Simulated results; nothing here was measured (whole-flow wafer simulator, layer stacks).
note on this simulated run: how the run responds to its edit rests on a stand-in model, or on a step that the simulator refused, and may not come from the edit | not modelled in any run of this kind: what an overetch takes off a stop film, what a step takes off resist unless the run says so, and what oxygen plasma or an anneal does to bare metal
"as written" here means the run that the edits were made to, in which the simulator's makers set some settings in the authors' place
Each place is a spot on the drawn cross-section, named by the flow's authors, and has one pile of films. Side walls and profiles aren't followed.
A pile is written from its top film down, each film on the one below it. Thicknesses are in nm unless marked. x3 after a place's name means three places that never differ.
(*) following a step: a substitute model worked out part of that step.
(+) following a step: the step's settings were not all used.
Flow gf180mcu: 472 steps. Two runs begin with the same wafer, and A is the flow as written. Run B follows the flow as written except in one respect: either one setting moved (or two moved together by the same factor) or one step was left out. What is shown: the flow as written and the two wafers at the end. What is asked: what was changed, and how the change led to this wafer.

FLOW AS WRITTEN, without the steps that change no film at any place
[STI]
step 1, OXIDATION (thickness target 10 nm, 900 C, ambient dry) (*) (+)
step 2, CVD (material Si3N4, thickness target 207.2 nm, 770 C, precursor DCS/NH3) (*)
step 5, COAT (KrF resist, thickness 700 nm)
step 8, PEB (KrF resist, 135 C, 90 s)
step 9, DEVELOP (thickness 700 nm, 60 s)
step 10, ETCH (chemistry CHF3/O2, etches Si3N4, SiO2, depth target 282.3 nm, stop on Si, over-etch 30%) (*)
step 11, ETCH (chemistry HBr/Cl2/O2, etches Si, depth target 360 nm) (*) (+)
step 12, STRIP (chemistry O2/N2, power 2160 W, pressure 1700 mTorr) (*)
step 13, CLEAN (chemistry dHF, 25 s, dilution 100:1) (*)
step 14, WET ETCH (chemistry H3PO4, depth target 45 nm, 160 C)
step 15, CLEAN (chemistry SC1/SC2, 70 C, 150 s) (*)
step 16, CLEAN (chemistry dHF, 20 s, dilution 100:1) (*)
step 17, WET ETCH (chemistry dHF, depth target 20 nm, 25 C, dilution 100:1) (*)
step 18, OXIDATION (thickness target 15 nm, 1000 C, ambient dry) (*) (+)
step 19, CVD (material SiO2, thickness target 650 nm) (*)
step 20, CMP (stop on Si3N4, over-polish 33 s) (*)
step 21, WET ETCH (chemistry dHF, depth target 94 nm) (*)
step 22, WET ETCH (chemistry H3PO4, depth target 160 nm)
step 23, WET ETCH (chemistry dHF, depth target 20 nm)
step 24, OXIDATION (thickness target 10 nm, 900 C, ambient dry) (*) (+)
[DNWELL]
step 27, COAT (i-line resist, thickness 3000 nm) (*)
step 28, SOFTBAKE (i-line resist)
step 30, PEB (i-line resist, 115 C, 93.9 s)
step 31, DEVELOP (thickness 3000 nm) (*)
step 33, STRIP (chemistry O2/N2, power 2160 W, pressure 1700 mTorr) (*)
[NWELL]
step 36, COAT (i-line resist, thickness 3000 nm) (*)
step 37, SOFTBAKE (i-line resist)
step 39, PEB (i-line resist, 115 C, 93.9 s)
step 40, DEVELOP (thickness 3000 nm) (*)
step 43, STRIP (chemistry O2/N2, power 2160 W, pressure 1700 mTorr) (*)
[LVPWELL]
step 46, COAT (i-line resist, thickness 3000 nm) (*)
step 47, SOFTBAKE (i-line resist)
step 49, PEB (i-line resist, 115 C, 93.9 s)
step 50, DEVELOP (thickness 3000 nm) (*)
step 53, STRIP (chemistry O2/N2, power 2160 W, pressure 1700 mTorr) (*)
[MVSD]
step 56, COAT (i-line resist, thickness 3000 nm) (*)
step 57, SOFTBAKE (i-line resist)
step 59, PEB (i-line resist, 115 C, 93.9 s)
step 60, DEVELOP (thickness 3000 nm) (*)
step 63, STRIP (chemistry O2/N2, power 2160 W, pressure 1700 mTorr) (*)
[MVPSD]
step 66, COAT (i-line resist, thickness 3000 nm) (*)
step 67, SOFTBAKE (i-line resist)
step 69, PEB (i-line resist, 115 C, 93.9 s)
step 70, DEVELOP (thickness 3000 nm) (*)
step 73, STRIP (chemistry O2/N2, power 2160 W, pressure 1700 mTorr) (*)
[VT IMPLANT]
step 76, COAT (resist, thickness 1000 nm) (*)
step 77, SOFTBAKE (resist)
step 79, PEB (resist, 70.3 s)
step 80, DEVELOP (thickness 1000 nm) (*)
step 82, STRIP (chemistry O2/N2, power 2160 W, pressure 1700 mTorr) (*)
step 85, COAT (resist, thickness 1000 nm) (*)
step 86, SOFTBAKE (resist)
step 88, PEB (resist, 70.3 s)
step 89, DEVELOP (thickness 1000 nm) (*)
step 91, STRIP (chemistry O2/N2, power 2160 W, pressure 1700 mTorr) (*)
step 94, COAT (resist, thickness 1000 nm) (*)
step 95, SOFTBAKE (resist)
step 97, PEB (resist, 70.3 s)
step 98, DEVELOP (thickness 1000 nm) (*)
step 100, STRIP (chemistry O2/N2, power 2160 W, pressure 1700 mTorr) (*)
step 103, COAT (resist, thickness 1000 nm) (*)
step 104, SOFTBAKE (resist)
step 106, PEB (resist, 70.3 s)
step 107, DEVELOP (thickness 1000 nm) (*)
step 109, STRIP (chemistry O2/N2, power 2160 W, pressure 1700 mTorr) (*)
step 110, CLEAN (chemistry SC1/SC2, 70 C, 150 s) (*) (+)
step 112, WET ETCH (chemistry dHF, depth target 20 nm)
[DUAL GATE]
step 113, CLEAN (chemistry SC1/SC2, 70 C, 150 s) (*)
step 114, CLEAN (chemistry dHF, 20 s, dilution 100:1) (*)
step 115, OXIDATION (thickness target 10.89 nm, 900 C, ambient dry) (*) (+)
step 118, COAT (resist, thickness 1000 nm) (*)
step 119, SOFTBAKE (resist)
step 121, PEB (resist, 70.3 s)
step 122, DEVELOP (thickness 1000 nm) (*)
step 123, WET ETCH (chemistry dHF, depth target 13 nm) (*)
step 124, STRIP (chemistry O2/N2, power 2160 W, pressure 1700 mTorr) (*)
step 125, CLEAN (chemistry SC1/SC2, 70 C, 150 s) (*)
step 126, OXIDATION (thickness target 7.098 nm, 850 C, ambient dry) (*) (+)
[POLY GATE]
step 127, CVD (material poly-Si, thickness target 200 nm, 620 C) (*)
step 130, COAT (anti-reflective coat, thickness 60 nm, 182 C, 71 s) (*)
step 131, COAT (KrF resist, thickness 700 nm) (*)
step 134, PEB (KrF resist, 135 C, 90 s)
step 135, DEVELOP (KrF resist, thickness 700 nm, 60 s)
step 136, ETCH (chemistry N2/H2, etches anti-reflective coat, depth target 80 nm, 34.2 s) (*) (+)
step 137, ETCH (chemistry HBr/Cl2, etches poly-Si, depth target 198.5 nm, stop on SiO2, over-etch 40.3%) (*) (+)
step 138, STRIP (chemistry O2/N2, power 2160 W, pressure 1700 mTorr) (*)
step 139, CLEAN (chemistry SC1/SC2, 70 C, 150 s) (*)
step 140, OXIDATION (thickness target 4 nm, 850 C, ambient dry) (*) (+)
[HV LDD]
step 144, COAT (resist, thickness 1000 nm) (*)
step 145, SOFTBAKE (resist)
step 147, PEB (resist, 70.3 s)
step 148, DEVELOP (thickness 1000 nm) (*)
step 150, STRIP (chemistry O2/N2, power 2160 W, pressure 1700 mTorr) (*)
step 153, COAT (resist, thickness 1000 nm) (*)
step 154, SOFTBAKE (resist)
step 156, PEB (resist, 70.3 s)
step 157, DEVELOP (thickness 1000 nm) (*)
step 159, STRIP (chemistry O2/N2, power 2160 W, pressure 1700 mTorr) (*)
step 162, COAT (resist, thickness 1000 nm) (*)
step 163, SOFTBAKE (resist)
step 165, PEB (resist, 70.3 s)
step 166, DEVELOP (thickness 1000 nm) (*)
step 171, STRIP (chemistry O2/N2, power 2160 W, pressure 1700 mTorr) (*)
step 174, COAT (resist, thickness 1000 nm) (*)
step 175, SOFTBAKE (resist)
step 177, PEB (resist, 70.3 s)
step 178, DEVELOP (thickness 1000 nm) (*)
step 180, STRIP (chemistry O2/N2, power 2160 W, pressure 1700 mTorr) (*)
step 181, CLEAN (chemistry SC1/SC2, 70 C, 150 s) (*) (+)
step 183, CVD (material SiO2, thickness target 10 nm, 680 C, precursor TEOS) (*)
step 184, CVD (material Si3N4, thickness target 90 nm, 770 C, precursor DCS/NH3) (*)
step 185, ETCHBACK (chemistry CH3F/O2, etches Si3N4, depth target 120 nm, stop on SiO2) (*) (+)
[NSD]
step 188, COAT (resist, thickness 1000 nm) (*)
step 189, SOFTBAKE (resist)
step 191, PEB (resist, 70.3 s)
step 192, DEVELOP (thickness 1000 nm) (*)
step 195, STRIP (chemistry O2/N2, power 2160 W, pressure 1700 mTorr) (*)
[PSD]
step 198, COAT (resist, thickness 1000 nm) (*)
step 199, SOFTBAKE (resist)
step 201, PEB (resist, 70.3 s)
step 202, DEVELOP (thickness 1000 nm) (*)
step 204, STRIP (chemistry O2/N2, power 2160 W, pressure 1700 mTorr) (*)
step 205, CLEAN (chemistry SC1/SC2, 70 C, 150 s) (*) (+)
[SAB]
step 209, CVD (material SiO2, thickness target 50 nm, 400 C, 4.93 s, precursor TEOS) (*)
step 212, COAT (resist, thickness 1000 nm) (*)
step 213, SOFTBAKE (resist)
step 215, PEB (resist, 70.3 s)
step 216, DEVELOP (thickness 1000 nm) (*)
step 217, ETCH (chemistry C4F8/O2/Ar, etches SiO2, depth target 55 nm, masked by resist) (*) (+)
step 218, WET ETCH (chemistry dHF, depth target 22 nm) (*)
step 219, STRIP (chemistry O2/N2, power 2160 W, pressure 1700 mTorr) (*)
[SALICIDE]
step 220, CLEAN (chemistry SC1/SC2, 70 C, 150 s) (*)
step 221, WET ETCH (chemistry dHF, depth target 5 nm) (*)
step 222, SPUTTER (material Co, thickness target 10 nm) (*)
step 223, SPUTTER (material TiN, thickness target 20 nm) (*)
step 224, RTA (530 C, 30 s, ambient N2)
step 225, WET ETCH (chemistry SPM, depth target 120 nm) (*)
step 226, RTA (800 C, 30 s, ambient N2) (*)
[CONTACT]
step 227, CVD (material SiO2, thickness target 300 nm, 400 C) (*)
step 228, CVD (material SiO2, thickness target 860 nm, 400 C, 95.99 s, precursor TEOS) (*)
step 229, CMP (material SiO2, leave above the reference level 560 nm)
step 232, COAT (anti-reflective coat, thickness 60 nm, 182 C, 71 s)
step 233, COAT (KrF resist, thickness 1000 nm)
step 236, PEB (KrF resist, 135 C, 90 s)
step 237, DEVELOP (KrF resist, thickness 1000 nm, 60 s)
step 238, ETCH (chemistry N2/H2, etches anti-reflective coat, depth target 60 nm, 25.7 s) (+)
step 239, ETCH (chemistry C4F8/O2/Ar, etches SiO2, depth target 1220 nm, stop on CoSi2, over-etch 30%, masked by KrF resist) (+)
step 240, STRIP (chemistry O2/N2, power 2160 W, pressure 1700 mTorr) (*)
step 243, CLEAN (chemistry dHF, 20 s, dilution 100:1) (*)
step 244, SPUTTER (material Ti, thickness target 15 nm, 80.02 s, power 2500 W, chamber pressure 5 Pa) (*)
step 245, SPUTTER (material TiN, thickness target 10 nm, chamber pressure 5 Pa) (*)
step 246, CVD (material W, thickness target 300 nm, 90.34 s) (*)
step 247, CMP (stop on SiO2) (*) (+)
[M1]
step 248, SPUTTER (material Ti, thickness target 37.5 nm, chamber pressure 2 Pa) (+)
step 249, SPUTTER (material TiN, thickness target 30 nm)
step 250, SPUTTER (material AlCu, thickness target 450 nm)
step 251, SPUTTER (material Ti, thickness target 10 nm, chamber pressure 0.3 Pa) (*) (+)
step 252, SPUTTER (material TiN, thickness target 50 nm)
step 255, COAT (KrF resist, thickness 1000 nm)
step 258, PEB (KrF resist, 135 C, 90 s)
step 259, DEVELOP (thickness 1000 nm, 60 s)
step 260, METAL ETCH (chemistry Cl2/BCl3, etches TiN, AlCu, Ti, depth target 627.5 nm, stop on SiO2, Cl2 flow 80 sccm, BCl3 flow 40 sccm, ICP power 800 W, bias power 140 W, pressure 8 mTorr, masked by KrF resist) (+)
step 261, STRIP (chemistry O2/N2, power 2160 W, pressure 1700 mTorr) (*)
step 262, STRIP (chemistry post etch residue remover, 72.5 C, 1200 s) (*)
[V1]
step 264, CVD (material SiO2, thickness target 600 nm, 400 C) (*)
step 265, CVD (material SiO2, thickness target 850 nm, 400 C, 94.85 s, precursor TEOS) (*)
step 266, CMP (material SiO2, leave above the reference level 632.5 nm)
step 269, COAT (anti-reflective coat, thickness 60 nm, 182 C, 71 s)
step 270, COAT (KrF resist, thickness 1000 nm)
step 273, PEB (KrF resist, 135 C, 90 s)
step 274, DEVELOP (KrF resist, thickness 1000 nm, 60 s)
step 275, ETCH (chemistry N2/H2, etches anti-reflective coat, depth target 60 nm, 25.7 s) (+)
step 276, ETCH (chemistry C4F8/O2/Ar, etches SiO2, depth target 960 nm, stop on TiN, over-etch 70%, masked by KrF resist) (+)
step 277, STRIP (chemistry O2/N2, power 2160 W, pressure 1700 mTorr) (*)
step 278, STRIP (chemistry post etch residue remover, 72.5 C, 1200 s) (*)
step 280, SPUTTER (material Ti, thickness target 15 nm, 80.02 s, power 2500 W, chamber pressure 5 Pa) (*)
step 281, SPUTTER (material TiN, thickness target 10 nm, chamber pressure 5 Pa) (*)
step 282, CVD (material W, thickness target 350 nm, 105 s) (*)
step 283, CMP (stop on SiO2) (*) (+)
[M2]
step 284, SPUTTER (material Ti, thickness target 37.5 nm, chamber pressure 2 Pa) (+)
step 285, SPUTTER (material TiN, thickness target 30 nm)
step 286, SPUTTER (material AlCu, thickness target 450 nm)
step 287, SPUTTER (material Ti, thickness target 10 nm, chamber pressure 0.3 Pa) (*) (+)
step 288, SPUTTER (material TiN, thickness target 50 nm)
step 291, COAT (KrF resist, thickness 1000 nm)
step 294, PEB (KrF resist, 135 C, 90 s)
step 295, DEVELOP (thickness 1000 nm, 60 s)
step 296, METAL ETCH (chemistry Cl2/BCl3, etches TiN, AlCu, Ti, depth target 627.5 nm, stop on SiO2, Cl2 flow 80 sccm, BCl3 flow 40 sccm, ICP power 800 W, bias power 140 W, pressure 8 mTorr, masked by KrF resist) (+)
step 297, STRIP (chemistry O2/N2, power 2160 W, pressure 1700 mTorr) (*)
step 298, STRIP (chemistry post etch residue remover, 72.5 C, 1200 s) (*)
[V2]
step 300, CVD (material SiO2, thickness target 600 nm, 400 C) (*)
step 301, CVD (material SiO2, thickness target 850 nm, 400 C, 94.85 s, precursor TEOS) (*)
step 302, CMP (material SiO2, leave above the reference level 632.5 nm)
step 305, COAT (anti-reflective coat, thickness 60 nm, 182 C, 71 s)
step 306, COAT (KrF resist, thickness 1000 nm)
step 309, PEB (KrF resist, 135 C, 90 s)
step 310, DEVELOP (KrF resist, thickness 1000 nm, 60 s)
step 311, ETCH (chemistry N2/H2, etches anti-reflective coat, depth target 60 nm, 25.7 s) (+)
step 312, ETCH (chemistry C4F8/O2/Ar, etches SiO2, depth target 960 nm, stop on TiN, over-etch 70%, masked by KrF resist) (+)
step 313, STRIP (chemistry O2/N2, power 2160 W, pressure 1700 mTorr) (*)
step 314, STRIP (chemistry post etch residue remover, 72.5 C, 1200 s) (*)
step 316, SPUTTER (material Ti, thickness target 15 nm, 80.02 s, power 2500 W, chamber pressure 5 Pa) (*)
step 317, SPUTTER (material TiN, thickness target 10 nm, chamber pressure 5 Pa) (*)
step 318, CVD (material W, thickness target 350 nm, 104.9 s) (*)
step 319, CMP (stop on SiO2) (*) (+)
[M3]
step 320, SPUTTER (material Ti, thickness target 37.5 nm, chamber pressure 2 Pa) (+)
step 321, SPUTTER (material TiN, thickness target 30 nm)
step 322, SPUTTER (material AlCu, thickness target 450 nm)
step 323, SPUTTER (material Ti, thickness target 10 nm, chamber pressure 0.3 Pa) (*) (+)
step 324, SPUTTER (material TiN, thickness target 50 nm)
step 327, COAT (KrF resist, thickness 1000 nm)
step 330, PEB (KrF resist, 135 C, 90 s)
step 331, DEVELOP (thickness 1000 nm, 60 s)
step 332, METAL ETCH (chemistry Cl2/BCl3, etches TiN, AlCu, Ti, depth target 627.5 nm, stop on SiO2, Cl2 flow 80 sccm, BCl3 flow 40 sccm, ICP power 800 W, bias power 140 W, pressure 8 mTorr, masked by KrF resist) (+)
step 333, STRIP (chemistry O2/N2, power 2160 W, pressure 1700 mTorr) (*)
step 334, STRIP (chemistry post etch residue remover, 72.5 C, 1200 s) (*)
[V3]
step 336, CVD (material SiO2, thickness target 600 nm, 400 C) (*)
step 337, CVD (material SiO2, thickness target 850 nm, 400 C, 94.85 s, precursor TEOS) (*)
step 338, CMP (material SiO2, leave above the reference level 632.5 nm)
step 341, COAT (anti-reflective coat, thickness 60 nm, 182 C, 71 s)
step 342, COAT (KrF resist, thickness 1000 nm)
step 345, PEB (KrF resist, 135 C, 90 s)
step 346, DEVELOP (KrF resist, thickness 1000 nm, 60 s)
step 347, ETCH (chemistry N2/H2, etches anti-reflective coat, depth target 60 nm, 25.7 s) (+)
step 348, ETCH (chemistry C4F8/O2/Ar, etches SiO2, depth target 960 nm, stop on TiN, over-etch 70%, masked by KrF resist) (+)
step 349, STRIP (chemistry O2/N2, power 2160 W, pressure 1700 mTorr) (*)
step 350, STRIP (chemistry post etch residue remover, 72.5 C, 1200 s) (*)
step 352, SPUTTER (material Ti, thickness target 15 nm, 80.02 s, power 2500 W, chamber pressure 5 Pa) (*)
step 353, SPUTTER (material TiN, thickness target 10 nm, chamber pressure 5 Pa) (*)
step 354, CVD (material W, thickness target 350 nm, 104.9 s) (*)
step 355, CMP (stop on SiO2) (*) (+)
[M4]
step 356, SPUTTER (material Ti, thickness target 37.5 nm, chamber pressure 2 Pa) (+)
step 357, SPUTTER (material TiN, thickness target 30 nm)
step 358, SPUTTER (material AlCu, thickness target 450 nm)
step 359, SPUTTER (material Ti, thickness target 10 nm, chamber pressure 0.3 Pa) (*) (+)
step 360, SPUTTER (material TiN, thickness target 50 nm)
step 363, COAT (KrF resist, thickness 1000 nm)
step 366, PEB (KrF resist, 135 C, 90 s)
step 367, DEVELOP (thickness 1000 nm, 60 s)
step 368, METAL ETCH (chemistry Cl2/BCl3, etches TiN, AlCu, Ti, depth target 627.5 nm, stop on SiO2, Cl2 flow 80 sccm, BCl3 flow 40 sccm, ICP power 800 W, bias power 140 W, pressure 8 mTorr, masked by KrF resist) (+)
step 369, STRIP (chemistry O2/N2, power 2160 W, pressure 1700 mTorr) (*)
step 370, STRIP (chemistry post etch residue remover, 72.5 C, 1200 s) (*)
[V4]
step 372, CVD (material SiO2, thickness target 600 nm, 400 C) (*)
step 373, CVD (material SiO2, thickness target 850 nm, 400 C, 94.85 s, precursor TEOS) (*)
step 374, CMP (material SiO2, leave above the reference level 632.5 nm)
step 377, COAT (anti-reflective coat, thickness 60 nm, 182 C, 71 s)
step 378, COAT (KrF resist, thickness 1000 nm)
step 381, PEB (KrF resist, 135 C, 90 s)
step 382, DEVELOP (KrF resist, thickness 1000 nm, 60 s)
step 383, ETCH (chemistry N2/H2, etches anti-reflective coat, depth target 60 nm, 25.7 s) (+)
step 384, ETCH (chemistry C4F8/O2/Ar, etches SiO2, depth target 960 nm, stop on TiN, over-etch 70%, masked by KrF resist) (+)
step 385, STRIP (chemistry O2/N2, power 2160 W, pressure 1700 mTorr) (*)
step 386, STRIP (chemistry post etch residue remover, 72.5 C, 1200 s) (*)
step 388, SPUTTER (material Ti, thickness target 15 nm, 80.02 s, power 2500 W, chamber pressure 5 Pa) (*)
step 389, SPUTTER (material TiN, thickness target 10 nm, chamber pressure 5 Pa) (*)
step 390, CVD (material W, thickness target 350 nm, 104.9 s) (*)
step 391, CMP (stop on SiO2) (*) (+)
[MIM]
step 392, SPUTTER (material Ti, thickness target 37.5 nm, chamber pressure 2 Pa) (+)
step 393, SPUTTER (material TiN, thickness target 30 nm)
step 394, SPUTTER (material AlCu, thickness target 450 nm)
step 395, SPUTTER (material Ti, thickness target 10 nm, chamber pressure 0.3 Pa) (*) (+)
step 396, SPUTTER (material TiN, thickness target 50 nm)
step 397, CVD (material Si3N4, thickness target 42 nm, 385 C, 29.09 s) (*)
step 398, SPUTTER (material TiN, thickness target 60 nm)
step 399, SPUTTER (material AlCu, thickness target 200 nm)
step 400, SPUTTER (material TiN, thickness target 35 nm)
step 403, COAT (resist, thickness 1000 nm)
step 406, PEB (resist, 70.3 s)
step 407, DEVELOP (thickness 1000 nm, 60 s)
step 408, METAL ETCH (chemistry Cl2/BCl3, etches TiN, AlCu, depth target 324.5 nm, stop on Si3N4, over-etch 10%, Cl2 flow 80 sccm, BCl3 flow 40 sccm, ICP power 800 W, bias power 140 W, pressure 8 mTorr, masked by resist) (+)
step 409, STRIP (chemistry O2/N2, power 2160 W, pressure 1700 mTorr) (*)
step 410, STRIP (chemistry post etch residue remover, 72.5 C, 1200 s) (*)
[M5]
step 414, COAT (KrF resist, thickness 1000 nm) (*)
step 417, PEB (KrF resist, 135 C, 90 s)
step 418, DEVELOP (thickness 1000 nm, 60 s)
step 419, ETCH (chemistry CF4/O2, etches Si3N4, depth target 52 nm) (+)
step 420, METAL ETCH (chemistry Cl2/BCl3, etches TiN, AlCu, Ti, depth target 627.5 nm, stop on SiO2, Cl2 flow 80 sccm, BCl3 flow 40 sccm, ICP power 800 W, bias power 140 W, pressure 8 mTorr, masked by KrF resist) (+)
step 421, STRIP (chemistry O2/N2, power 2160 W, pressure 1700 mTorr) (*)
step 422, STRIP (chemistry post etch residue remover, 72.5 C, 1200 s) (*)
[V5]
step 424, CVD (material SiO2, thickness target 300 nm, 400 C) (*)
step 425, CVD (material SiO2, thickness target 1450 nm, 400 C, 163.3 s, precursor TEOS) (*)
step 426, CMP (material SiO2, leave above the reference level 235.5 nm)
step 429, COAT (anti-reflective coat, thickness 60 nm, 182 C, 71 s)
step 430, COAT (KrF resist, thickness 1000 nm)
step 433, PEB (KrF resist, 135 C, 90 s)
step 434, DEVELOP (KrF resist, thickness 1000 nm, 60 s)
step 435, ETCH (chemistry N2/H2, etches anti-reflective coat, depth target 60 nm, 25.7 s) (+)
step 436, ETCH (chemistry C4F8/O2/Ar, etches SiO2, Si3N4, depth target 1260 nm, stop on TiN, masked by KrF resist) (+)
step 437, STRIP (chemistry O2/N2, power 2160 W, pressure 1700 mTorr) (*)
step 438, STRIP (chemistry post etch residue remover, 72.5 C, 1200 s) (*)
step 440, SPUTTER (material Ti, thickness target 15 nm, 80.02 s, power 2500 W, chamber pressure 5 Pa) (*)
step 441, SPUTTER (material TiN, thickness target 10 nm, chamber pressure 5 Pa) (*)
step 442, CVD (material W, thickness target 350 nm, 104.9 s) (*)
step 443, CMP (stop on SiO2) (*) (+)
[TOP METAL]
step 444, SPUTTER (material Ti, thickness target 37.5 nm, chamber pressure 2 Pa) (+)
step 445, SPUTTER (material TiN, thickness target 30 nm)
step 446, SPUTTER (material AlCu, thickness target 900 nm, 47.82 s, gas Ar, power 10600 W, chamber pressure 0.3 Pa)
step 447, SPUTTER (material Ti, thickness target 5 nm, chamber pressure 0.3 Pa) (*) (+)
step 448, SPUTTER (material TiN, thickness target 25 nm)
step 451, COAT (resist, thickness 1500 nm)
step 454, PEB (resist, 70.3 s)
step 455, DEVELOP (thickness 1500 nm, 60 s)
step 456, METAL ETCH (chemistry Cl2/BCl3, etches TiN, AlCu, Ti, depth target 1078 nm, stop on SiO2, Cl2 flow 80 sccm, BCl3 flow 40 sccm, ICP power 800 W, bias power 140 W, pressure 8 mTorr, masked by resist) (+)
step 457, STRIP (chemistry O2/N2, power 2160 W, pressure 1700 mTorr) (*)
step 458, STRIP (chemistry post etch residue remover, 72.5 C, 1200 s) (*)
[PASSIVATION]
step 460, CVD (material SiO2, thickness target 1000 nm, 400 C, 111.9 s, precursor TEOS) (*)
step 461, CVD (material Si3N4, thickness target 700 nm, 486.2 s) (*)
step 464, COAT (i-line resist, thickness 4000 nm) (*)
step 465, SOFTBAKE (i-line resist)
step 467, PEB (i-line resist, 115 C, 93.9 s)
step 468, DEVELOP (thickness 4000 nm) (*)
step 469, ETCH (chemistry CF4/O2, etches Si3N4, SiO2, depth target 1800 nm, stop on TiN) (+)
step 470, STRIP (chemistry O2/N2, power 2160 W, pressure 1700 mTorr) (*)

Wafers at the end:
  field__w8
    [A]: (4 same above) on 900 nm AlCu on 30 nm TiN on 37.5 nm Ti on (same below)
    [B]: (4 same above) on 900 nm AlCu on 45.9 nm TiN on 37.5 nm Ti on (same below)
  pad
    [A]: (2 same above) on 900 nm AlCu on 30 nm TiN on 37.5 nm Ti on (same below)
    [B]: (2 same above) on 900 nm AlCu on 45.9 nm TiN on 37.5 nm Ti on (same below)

Cause: step 445, SPUTTER: thickness target 45.9 nm was run, though the flow has thickness target 30 nm.
One can read it off the wafer: field__w8 has TiN 45.9, and step 445 as written asks for 30 nm.

How this came from the change, step by step:
  step 445, SPUTTER (material TiN, thickness target 30 nm)
      field, field__w1, field__w2 and 109 more: A TiN gains 30 (new film) | B TiN gains 45.9 (new film)
  step 456, METAL ETCH (chemistry Cl2/BCl3, etches TiN, AlCu, Ti, depth target 1078 nm, stop on SiO2, Cl2 flow 80 sccm, BCl3 flow 40 sccm, ICP power 800 W, bias power 140 W, pressure 8 mTorr, masked by resist) (+)
      field, field__w1, field__w2 and 103 more: A TiN loses 25 (all of it), Ti loses 5 (all of it), AlCu loses 900 (all of it), TiN loses 30 (all of it), Ti loses 37.5 (all of it) | B TiN loses 25 (all of it), Ti loses 5 (all of it), AlCu loses 900 (all of it), TiN loses 45.9 (all of it), Ti loses 37.5 (all of it)
  step 465, SOFTBAKE (i-line resist)
      gate: A i-line resist gains 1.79 | B i-line resist loses 0.23
      ld_acc_p, ld_fp_p, ld_drift_p: A i-line resist gains 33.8 | B i-line resist gains 27.6
      (and at 63 other places as well)
